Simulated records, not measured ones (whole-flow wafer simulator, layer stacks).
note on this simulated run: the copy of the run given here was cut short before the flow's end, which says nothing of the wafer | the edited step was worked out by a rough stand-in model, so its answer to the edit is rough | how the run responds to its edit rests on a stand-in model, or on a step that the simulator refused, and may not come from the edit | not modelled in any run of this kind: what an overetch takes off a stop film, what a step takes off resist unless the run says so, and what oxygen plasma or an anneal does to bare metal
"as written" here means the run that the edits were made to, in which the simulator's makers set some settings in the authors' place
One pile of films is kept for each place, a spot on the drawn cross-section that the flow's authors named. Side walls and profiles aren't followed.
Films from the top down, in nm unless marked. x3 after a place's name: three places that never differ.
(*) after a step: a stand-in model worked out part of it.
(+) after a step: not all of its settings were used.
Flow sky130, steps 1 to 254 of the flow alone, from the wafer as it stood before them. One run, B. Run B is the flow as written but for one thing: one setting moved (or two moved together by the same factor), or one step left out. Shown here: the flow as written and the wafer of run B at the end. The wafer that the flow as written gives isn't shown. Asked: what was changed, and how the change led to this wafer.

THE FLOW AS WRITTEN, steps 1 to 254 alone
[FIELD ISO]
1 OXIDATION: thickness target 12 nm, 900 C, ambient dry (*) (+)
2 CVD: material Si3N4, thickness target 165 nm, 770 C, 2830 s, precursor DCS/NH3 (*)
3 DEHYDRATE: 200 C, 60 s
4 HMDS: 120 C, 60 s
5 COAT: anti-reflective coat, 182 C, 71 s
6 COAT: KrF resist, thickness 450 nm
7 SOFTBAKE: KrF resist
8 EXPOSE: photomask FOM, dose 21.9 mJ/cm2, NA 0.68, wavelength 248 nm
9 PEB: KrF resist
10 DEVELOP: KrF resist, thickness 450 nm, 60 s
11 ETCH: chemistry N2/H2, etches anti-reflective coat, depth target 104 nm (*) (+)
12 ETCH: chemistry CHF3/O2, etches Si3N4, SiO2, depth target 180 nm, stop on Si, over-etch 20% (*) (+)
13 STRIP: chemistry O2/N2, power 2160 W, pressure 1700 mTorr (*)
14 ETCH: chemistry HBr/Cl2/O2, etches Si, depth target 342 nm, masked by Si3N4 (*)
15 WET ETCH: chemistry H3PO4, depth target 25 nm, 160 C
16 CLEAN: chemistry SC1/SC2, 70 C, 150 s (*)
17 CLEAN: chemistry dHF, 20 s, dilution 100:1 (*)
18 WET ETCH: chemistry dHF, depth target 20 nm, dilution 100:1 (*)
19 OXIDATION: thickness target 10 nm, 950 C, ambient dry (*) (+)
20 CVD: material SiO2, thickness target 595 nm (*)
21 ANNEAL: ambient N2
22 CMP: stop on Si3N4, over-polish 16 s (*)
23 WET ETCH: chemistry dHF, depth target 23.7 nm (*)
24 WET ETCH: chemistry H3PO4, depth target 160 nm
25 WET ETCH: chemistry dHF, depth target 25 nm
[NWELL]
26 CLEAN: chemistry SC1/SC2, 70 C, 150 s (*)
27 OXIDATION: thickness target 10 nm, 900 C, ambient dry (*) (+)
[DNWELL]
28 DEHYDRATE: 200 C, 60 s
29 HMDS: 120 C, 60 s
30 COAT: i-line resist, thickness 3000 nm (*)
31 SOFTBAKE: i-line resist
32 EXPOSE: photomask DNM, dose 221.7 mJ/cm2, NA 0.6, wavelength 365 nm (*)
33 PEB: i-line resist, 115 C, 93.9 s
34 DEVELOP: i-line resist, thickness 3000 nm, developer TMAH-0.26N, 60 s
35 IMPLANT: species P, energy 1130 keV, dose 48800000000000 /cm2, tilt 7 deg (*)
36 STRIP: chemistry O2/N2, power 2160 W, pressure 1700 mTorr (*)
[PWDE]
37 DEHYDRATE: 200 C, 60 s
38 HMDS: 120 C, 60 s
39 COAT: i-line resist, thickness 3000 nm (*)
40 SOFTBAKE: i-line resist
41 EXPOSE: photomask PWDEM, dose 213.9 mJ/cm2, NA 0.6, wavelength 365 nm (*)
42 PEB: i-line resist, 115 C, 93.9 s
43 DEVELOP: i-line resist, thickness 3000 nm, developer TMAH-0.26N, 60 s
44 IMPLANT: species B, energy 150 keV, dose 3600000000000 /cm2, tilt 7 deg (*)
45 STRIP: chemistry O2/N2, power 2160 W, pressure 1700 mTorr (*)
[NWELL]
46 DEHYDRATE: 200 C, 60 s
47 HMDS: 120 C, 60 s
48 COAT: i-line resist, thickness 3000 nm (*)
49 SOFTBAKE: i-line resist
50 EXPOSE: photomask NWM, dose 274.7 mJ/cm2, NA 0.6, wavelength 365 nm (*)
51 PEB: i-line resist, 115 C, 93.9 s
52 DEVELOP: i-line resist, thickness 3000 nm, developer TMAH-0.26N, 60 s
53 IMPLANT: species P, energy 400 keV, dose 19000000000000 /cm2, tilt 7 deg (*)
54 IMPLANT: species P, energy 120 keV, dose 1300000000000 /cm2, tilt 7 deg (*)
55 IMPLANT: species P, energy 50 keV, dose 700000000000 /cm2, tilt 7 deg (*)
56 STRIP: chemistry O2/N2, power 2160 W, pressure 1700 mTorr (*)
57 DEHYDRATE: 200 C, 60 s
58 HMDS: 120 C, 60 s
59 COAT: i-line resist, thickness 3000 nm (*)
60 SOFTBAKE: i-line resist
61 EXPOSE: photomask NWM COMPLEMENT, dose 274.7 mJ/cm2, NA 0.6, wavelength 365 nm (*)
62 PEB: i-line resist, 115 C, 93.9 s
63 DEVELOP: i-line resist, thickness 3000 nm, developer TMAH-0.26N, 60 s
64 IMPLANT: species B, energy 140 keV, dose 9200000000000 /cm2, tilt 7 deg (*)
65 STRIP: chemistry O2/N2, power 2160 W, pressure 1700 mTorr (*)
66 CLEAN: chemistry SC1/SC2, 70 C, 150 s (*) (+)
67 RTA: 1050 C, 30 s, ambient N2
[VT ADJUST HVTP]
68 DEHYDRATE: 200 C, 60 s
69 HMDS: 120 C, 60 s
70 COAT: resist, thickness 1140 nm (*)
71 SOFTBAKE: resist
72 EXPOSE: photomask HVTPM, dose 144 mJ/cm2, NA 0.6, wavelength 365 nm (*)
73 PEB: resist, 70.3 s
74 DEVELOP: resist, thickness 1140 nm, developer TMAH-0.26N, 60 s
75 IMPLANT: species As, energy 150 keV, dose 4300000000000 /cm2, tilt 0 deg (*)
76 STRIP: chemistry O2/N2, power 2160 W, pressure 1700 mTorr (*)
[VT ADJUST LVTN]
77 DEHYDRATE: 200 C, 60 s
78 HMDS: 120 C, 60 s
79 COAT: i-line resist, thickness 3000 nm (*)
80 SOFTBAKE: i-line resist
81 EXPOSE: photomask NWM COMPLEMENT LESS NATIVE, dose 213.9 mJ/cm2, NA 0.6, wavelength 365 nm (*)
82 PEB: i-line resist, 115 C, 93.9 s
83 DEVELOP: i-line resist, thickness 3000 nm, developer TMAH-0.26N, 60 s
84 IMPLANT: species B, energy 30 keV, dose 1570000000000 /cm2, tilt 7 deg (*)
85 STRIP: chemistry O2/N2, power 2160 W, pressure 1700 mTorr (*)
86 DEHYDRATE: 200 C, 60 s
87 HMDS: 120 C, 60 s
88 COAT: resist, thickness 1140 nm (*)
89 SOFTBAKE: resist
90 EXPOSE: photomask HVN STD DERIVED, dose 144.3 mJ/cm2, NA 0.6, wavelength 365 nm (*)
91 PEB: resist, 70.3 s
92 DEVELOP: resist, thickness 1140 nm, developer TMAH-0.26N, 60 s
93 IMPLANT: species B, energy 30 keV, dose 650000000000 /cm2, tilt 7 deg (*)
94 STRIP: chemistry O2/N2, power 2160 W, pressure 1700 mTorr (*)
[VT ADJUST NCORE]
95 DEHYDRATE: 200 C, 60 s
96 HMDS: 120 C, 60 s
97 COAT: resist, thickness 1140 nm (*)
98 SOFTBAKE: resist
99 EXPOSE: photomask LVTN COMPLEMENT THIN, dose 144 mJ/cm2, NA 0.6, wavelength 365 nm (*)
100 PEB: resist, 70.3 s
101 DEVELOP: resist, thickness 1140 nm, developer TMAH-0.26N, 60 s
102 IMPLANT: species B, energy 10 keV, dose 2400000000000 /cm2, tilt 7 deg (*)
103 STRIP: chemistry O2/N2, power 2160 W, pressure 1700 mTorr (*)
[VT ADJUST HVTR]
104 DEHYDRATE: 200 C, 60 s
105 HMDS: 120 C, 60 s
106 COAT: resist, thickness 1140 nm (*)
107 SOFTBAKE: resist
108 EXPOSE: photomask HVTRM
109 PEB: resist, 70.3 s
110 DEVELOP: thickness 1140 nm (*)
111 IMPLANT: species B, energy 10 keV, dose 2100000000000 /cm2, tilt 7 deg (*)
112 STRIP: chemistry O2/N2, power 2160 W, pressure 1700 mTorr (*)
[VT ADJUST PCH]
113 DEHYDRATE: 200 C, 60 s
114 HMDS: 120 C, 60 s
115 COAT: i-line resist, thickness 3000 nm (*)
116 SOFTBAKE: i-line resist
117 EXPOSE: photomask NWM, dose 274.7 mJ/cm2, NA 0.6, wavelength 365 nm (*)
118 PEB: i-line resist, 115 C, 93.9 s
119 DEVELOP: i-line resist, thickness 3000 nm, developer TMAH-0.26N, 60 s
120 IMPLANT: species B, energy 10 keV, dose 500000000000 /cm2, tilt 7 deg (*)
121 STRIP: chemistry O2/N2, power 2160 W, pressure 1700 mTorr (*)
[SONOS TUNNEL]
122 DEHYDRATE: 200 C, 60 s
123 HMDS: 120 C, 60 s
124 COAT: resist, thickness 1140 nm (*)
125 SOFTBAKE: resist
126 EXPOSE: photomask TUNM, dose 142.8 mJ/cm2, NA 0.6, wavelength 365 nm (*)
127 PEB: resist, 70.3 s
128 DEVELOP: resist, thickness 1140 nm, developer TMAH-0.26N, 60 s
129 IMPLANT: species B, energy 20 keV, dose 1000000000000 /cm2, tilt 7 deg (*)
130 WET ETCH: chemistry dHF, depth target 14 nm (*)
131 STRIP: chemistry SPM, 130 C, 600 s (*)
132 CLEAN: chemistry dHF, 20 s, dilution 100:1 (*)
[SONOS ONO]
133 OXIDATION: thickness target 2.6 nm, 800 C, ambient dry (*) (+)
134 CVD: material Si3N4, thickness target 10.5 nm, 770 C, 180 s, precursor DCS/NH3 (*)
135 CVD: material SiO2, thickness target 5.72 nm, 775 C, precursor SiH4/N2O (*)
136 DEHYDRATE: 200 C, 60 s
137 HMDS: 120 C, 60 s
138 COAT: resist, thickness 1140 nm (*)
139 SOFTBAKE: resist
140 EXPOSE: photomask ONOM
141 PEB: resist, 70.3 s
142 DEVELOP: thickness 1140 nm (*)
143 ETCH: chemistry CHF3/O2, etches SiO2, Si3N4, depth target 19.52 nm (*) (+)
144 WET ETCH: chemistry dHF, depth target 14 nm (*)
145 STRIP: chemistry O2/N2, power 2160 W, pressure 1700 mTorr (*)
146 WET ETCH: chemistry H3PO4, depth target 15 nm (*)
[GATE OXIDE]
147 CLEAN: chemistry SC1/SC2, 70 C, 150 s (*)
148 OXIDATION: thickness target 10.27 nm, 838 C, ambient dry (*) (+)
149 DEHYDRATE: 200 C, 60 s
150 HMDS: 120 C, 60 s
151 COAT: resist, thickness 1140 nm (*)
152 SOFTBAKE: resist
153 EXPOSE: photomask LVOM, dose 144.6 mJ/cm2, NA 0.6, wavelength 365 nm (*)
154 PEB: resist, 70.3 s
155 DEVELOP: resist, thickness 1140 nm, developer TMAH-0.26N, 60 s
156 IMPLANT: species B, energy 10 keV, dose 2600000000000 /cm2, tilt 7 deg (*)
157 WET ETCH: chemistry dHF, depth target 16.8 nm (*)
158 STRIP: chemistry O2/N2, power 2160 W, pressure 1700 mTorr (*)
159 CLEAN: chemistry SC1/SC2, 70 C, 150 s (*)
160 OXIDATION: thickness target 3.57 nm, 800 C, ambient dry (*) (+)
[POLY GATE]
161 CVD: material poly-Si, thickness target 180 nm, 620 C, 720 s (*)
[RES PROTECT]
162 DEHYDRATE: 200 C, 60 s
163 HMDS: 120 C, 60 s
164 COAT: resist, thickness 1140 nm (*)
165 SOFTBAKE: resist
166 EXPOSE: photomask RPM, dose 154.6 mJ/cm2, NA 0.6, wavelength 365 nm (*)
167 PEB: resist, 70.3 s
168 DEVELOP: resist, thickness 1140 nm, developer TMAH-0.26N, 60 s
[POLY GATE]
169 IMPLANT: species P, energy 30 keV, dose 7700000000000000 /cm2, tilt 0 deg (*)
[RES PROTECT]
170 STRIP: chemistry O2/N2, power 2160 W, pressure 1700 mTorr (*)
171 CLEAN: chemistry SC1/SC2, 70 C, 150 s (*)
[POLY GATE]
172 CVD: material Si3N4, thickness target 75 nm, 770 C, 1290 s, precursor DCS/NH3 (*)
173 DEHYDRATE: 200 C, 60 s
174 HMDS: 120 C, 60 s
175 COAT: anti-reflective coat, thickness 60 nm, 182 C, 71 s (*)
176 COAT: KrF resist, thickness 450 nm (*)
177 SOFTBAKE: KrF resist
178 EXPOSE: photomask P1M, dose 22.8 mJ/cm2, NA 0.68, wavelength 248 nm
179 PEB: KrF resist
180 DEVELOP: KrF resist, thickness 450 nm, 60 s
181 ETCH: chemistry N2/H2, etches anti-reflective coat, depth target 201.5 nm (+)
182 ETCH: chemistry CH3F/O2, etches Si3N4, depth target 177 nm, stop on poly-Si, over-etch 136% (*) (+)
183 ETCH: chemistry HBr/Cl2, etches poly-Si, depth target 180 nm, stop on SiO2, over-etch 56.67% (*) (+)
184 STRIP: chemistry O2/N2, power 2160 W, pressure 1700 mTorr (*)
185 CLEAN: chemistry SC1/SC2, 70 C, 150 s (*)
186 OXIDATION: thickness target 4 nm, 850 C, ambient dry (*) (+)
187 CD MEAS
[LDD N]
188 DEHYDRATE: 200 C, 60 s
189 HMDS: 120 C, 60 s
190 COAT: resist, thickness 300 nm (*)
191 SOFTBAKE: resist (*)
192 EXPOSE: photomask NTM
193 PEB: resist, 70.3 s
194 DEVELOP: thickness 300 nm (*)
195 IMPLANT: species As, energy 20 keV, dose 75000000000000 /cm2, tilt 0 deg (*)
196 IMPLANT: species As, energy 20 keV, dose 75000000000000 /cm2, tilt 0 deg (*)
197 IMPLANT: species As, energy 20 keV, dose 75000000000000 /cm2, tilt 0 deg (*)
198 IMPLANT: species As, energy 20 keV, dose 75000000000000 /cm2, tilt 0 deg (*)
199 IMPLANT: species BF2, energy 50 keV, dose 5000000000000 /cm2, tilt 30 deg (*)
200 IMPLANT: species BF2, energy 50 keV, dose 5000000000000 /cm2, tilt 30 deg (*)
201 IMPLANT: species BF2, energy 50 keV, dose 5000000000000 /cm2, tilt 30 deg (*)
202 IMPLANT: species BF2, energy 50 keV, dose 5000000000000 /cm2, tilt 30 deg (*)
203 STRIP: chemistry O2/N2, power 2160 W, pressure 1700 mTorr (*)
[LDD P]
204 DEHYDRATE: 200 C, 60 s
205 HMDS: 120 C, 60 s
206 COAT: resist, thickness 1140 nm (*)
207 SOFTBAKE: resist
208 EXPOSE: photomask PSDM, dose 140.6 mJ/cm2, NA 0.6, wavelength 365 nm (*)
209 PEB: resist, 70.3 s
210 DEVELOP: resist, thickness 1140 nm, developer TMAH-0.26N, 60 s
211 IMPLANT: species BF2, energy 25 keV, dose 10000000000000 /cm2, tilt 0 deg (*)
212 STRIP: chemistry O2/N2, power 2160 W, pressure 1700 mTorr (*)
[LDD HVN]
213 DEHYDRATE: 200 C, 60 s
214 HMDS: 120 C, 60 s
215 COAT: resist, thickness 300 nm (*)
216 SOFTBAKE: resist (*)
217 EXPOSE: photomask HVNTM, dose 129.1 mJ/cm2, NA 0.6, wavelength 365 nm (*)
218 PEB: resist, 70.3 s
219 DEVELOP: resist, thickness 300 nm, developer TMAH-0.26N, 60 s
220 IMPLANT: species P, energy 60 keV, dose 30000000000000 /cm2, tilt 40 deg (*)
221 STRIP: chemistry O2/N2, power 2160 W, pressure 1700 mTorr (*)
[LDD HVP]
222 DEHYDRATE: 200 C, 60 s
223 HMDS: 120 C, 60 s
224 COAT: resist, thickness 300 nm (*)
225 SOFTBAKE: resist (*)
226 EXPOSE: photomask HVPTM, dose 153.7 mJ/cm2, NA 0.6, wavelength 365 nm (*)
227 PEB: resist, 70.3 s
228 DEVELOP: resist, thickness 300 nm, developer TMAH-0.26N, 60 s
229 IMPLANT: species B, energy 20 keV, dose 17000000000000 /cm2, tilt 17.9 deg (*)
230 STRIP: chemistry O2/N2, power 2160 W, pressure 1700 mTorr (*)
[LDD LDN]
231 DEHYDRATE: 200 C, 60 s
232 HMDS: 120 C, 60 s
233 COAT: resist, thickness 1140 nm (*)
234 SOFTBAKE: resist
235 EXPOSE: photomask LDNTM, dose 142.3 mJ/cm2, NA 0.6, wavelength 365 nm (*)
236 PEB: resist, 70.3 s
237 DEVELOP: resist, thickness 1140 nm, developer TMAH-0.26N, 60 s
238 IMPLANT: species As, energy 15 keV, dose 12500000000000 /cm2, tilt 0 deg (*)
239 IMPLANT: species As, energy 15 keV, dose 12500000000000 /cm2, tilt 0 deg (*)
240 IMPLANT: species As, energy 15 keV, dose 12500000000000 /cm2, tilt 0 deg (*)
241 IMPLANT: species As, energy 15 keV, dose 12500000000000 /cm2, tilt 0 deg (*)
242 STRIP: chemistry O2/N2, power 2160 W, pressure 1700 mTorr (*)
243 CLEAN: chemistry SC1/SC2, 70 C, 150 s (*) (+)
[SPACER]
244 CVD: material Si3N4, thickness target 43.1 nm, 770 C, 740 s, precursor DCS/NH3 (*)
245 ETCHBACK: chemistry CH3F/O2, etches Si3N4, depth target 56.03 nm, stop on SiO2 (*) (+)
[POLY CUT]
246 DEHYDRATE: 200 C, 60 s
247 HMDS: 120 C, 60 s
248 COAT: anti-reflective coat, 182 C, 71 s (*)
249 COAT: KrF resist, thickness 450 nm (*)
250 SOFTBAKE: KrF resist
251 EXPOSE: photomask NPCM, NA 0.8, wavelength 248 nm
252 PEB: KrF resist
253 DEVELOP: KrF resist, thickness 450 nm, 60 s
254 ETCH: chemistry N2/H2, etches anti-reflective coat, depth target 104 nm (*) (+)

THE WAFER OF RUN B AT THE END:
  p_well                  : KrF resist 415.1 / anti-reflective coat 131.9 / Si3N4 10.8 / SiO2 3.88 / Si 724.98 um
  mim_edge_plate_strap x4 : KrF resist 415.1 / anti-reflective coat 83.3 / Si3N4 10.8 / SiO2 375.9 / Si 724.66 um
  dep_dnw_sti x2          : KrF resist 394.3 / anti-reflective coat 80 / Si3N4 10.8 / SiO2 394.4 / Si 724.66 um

The cause: step 244, CVD: thickness target 66.8 nm was run, where the flow has thickness target 43.1 nm; step 244, CVD: 1147 s was run, where the flow has 740 s.

How the change led to this, step by step:
  244 CVD: material Si3N4, thickness target 43.1 nm, 770 C, 740 s, precursor DCS/NH3 (*)
      field, active, p_well and 101 more: Si3N4 +66.8 (new film) (as written it would be: Si3N4 +43.1 (new film))
      n_well, gate, gate_hv and 74 more: Si3N4 +66.8 (as written it would be: Si3N4 +43.1)
  245 ETCHBACK: chemistry CH3F/O2, etches Si3N4, depth target 56.03 nm, stop on SiO2 (*) (+)
      field, active, p_well and 101 more: Si3N4 -56 (as written it would be: Si3N4 -43.1 (all of it), SiO2 -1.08)
  248 COAT: anti-reflective coat, 182 C, 71 s (*)
      spacer_p, spacer_p_hvt: anti-reflective coat +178 (new film) (as written it would be: anti-reflective coat +3 (new film))
      rpm_encl, rpm_encl_psd: anti-reflective coat +136.8 (new film) (as written it would be: anti-reflective coat +128.3 (new film))
      (and at 85 more places)
  249 COAT: KrF resist, thickness 450 nm (*)
      n_well: KrF resist +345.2 (new film) (as written it would be: KrF resist +358.7 (new film))
      gate: KrF resist +387.1 (new film) (as written it would be: KrF resist +396.7 (new film))
      (and at 25 more places)
  253 DEVELOP: KrF resist, thickness 450 nm, 60 s
      rpo_hd: KrF resist -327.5 (all of it) (as written it would be: KrF resist -334.5 (all of it))
      rxpo_ln: KrF resist -323.8 (all of it) (as written it would be: KrF resist -332.9 (all of it))
  254 ETCH: chemistry N2/H2, etches anti-reflective coat, depth target 104 nm (*) (+)
      rpo_ln: anti-reflective coat -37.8 (all of it), Si3N4 -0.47 (as written it would be: anti-reflective coat -36.4 (all of it), Si3N4 -0.5)
      rxpo_ln: anti-reflective coat -29.7 (all of it), Si3N4 -0.58 (as written it would be: anti-reflective coat -23.9 (all of it), Si3N4 -0.66)
